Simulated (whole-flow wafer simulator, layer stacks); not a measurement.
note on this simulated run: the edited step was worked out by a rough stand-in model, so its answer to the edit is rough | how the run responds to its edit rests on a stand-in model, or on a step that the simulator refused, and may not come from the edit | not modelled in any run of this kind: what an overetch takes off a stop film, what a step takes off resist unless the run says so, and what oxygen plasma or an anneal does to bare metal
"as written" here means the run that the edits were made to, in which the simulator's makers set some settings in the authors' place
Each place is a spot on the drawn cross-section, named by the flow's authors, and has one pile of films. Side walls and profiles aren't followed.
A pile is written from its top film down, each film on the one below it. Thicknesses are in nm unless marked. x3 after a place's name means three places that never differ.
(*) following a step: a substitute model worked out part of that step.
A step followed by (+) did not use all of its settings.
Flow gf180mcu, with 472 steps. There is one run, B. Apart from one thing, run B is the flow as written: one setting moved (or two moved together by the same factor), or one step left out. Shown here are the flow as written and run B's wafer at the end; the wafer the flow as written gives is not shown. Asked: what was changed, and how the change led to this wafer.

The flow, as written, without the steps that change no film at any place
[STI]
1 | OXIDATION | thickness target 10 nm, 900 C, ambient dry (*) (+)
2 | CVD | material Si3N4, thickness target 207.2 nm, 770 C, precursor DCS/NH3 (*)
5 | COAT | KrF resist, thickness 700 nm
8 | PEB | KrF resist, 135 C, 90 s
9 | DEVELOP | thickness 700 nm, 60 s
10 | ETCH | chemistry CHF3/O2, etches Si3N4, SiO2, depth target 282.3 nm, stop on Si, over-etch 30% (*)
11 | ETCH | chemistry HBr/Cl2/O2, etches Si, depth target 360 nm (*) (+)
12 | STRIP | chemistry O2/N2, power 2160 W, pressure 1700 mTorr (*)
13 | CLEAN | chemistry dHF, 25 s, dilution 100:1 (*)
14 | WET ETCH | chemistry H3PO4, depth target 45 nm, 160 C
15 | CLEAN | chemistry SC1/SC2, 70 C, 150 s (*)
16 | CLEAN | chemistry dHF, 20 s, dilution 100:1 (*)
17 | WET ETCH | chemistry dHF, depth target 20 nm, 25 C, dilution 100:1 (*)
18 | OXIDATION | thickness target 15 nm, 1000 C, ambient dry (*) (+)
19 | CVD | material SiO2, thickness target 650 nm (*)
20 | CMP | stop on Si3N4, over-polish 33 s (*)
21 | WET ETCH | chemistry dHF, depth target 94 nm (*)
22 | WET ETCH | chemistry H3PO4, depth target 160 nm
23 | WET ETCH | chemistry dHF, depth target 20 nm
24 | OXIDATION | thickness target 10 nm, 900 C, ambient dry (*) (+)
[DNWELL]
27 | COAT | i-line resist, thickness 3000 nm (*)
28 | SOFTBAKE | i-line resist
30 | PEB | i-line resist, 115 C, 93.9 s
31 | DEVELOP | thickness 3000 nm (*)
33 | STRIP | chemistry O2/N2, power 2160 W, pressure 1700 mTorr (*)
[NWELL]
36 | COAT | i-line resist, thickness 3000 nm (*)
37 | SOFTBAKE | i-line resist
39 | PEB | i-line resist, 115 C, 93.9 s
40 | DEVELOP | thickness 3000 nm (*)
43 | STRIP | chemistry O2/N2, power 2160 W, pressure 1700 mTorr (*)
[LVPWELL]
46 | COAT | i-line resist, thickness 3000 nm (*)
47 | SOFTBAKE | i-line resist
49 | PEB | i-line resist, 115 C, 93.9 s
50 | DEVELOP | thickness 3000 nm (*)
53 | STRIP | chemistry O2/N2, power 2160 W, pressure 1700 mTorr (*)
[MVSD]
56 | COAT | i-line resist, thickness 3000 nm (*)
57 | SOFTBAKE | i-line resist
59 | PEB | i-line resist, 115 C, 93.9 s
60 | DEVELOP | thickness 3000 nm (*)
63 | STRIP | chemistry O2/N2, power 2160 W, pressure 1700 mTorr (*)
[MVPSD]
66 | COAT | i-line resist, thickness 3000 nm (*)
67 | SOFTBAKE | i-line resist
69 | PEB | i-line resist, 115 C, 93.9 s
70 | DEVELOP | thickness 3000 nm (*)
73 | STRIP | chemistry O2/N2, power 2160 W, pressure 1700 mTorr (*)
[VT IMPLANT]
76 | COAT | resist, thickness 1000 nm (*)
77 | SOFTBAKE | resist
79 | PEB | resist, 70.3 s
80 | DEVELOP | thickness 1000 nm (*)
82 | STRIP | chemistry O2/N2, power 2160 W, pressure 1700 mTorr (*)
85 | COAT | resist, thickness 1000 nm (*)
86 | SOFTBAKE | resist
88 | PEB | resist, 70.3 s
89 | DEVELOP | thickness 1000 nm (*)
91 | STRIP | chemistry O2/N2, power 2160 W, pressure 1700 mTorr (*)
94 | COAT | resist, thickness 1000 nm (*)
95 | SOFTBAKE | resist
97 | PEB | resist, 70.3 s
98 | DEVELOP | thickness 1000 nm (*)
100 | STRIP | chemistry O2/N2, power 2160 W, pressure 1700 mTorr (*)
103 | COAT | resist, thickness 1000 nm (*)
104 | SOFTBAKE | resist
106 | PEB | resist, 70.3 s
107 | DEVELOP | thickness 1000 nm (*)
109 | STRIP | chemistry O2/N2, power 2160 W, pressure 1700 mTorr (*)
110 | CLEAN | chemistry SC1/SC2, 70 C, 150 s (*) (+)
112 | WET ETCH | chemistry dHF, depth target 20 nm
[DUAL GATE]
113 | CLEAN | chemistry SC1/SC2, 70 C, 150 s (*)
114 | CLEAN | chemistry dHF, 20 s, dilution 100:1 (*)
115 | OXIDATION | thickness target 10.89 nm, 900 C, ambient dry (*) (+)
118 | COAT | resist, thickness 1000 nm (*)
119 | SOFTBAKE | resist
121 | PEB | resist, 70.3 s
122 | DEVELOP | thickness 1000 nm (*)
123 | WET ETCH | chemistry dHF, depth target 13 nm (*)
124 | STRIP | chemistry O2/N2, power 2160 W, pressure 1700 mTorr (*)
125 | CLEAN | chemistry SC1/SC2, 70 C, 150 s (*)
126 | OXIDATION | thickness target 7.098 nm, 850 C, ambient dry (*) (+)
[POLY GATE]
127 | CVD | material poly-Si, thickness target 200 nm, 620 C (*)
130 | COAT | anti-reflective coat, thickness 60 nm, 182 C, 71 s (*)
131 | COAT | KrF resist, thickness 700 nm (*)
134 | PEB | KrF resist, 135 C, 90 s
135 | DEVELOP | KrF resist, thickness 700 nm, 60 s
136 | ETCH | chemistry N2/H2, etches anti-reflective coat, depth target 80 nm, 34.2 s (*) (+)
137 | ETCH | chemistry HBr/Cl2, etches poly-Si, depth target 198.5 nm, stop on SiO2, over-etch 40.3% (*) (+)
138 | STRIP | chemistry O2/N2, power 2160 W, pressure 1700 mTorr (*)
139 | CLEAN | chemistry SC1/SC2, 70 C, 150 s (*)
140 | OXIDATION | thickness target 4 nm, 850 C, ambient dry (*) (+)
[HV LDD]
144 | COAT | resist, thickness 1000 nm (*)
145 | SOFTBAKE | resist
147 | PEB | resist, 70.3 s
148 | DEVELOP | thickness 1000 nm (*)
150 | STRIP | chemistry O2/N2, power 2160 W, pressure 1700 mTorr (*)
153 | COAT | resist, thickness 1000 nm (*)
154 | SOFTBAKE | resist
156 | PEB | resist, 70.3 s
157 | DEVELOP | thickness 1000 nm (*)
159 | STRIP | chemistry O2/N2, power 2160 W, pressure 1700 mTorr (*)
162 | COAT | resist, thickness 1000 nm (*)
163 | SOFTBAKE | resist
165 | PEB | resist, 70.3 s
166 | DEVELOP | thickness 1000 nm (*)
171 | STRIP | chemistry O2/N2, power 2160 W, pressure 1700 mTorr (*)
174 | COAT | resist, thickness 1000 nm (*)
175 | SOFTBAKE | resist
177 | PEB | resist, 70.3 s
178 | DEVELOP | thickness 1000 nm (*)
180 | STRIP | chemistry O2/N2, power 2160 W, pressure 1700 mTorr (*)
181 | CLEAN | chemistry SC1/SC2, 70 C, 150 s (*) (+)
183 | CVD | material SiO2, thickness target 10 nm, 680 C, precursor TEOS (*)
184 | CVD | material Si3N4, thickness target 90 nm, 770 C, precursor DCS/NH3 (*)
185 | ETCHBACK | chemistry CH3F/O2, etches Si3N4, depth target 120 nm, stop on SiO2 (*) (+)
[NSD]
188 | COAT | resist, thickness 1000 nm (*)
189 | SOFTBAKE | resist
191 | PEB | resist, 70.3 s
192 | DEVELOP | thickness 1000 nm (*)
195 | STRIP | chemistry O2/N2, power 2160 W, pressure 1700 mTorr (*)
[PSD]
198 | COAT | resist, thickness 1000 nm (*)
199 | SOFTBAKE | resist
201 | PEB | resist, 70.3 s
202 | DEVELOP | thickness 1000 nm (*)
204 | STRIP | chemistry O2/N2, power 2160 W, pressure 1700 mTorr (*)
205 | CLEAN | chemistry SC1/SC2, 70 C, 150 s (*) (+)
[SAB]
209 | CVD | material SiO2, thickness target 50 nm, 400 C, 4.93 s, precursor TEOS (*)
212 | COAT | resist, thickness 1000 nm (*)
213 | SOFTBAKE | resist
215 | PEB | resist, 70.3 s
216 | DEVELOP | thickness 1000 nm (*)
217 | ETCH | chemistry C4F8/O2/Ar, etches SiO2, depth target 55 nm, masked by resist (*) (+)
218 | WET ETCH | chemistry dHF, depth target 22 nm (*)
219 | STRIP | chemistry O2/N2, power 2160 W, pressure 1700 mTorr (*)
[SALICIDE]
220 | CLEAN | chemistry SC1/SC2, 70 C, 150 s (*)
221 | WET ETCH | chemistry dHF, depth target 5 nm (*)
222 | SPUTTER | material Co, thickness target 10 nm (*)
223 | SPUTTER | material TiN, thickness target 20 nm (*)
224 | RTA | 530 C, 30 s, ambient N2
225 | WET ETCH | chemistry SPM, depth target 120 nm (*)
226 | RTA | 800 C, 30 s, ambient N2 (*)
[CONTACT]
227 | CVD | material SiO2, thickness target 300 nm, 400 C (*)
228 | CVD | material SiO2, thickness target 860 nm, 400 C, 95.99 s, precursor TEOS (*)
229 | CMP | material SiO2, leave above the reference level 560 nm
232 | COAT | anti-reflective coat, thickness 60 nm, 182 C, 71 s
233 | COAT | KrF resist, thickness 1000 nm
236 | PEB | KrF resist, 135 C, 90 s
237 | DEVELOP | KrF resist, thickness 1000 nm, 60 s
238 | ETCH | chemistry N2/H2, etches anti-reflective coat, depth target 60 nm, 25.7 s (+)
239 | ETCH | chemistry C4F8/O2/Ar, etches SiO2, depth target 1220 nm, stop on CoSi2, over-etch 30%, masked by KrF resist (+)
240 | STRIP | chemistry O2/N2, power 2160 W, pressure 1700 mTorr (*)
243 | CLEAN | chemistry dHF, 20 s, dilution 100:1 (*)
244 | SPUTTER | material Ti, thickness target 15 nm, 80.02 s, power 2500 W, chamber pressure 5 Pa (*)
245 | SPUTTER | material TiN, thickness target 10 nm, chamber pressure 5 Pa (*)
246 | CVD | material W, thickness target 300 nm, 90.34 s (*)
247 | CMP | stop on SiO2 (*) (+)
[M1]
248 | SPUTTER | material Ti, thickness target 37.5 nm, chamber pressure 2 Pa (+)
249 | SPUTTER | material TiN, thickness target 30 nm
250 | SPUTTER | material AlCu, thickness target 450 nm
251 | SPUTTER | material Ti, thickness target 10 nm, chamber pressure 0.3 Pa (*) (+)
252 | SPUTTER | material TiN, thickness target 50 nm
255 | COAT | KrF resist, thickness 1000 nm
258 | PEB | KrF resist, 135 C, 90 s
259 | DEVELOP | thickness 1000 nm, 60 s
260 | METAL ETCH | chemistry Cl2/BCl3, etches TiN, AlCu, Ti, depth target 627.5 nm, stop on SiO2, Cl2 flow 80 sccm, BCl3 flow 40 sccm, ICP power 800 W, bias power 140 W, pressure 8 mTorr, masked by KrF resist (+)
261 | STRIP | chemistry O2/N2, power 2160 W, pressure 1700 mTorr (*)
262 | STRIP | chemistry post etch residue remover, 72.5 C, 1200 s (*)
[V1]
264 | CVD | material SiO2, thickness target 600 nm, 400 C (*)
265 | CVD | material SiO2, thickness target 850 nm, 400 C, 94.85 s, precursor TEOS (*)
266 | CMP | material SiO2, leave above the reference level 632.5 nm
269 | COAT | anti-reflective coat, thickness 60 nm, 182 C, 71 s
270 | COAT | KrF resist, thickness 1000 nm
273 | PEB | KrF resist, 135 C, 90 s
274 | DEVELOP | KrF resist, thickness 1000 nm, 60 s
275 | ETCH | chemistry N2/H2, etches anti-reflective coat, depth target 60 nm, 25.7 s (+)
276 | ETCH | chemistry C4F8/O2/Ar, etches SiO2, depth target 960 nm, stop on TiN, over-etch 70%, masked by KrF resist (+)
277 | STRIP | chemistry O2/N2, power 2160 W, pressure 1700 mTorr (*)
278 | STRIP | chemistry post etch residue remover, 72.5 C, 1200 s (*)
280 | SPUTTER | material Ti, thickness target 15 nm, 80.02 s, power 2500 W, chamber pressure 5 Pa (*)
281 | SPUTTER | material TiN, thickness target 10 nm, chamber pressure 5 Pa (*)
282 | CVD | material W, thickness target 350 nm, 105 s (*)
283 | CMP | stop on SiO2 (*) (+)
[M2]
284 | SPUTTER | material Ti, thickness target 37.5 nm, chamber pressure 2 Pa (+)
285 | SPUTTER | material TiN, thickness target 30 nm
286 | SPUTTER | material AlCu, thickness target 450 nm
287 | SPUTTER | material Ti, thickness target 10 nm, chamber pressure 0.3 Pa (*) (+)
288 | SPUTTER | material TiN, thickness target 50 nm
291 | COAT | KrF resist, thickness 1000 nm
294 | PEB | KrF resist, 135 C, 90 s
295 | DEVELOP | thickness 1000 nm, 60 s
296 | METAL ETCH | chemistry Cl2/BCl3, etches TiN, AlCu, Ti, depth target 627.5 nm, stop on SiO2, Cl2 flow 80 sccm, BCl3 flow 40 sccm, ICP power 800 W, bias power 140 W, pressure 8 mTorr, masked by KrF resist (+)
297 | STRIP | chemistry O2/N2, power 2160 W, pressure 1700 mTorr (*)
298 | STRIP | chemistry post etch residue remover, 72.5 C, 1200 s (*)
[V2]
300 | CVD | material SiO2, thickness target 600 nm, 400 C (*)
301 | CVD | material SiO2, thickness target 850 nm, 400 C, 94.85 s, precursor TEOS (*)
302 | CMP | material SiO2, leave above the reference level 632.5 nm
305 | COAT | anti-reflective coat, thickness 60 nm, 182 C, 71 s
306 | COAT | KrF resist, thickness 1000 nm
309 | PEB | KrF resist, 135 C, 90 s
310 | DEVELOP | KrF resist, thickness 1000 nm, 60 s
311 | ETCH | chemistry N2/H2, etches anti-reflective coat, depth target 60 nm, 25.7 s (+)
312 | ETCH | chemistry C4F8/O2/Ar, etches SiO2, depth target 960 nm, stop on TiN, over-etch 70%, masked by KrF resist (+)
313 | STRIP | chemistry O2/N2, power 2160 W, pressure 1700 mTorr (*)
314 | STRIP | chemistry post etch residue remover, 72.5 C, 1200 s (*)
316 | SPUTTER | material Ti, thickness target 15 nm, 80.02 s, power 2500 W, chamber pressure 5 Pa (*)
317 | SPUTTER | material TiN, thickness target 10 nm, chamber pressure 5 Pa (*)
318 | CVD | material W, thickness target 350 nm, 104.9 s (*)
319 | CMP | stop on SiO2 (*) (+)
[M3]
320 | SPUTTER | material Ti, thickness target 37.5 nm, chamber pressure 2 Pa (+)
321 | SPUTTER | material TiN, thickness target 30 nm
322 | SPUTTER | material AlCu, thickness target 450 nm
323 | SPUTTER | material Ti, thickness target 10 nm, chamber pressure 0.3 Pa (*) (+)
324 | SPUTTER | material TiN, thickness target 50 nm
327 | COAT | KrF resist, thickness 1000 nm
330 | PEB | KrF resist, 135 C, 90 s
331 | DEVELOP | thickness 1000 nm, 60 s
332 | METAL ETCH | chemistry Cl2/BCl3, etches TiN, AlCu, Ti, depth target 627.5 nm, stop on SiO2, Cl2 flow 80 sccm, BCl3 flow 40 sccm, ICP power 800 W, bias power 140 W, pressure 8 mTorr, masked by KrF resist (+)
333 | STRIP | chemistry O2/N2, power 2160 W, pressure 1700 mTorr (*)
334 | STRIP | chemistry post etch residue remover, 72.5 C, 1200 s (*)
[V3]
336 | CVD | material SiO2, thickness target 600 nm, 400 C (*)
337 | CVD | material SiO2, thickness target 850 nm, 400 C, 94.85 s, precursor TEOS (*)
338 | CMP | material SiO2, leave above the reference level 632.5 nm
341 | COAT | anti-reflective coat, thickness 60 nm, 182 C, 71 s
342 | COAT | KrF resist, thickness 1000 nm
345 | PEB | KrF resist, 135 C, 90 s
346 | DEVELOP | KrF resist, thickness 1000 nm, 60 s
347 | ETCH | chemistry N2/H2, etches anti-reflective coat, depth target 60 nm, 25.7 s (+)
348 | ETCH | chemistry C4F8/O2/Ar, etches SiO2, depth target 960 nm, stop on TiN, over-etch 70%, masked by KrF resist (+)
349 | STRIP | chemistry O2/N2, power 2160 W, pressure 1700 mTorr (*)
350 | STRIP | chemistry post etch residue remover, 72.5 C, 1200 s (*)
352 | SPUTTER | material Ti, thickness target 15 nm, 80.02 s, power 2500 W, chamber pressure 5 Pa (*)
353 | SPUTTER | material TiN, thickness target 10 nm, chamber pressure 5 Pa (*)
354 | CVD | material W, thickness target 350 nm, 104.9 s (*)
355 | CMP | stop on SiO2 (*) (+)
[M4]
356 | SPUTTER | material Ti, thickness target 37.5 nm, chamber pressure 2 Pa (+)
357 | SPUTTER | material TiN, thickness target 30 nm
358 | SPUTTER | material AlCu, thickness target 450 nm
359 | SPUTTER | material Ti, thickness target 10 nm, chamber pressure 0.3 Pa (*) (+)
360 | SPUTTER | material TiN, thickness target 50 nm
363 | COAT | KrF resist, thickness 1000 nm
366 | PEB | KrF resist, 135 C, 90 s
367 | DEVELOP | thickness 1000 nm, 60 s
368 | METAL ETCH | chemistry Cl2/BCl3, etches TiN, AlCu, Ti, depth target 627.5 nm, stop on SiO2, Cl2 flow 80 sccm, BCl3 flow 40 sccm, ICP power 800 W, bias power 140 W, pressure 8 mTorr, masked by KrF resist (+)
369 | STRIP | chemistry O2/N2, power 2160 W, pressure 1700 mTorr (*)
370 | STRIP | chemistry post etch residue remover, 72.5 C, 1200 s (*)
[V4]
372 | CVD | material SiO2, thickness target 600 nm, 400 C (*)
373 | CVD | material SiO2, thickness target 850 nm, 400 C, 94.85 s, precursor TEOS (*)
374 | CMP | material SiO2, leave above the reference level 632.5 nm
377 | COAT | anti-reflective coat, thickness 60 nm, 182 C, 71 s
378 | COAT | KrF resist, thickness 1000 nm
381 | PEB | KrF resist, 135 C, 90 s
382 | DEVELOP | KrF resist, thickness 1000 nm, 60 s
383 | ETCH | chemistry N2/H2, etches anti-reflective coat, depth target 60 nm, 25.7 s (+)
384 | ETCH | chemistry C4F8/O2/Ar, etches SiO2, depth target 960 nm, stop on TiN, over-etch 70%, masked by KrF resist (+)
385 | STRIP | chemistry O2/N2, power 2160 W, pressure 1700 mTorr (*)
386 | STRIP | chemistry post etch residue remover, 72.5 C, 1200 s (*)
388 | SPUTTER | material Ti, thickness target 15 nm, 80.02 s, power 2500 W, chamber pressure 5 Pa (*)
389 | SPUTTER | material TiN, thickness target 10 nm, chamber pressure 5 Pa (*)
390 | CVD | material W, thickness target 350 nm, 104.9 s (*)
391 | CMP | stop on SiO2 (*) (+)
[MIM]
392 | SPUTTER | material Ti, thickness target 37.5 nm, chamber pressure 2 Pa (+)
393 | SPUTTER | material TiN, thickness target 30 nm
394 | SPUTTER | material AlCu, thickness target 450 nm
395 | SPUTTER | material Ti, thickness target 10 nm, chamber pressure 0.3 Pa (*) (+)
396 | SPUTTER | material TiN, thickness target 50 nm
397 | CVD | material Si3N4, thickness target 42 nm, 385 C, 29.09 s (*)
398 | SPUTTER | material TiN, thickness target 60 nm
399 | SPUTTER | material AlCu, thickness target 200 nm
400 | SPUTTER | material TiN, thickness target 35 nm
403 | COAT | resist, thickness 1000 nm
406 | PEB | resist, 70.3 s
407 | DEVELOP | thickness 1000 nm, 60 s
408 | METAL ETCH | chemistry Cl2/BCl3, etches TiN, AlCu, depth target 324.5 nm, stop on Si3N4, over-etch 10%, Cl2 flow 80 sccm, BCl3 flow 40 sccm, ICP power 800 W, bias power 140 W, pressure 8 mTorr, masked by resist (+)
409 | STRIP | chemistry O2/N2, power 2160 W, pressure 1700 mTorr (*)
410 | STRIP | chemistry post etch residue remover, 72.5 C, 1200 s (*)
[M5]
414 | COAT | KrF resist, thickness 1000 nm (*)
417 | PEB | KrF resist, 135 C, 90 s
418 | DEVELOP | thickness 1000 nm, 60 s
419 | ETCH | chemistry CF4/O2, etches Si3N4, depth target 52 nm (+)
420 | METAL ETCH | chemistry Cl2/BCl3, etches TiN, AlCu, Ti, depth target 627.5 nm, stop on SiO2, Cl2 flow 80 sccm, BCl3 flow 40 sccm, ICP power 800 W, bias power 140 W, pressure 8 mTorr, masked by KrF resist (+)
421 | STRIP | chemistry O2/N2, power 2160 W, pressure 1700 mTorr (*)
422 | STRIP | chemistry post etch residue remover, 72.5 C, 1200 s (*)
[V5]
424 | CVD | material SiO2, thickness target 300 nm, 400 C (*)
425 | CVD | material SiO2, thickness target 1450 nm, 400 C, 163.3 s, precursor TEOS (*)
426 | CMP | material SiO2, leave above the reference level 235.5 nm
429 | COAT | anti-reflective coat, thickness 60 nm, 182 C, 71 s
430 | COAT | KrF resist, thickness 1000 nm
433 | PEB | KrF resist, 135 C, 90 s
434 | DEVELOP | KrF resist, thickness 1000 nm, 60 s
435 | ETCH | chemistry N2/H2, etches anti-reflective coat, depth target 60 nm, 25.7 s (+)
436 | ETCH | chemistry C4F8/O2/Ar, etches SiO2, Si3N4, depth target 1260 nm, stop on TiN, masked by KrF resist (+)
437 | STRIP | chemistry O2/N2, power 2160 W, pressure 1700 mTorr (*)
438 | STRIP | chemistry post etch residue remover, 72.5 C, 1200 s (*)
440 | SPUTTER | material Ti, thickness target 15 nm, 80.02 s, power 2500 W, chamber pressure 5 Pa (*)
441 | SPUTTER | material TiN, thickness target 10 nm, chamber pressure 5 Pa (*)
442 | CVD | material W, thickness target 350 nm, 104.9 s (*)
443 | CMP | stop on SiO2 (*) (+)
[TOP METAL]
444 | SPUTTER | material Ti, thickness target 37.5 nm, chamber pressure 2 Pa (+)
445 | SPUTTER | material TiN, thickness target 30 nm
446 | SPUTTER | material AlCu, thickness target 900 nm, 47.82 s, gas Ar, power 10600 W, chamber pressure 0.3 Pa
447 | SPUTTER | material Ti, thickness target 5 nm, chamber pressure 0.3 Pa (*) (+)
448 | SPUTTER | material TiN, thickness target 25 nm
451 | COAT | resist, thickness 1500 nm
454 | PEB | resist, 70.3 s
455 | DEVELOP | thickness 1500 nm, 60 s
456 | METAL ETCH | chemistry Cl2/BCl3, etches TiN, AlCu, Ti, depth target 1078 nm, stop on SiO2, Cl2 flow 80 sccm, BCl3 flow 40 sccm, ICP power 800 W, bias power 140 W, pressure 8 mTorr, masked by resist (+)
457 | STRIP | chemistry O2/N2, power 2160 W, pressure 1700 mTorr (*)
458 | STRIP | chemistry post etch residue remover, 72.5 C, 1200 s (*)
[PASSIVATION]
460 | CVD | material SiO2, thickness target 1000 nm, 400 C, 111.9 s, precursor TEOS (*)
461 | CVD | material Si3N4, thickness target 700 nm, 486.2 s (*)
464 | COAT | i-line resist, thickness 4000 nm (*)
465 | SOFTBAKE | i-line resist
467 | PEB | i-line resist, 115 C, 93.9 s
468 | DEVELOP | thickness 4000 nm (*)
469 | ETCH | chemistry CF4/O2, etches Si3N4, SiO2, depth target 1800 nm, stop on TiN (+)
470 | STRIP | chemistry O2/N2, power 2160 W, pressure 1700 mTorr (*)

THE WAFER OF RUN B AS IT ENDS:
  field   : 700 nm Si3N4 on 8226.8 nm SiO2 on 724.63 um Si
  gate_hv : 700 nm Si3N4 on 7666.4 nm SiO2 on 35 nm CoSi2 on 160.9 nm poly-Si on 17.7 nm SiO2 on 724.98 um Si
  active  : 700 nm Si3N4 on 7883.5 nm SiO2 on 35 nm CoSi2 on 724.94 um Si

The reason: step 115, OXIDATION: thickness target 14.7 nm was run, while the flow as written has thickness target 10.89 nm.

Step by step, how the change led to this:
  115 | OXIDATION | thickness target 10.89 nm, 900 C, ambient dry (*) (+)
      active, n_well, p_well and 40 more: SiO2 gains 14.7 (new film), Si loses 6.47 (as written it would have been: SiO2 gains 10.9 (new film), Si loses 4.79)
      sti, mim_1p0, pad and 19 more: SiO2 gains 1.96, Si loses 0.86 (as written it would have been: SiO2 gains 1.22, Si loses 0.54)
      (and at 27 other places as well)
  123 | WET ETCH | chemistry dHF, depth target 13 nm (*)
      active, n_well, p_well and 12 more: SiO2 loses 13 (as written it would have been: SiO2 loses 10.9 (all of it))
  124 | STRIP | chemistry O2/N2, power 2160 W, pressure 1700 mTorr (*)
      active, n_well, p_well and 12 more: nothing (as written it would have been: chemical SiO2 gains 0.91 (new film), Si loses 0.4)
  126 | OXIDATION | thickness target 7.098 nm, 850 C, ambient dry (*) (+)
      active, n_well, p_well and 12 more: SiO2 gains 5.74, Si loses 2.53 (as written it would have been: SiO2 gains 7.1 (new film), chemical SiO2 loses 0.76 (all of it), Si loses 2.79)
  130 | COAT | anti-reflective coat, thickness 60 nm, 182 C, 71 s (*)
      p_well, spacer, sd_n: anti-reflective coat gains 72.5 (new film) (as written it would have been: anti-reflective coat gains 70.9 (new film))
  136 | ETCH | chemistry N2/H2, etches anti-reflective coat, depth target 80 nm, 34.2 s (*) (+)
      p_well, spacer, sd_n: anti-reflective coat loses 72.5 (all of it), poly-Si loses 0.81 (as written it would have been: anti-reflective coat loses 70.9 (all of it), poly-Si loses 0.85)
  189 | SOFTBAKE | resist
      field__w9: resist loses 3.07 (as written it would have been: resist gains 6.92)
      active_hv: resist loses 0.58 (as written it would have been: resist gains 2.68)
      (and at 1 other place as well)
  199 | SOFTBAKE | resist
      field__w9: resist loses 3.07 (as written it would have been: resist gains 6.92)
      active_hv: resist loses 0.58 (as written it would have been: resist gains 2.68)
      (and at 1 other place as well)
  218 | WET ETCH | chemistry dHF, depth target 22 nm (*)
      ldn_tap, ldn_src, ldn_drn, ldp_tap, ldp_src, ldp_drn, ldp_gr: SiO2 loses 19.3 (all of it) (as written it would have been: SiO2 loses 16 (all of it))
      ld_drn_n, ld_sd_p: SiO2 loses 18.2 (all of it) (as written it would have been: SiO2 loses 14.8 (all of it))
      (and at 5 other places as well)
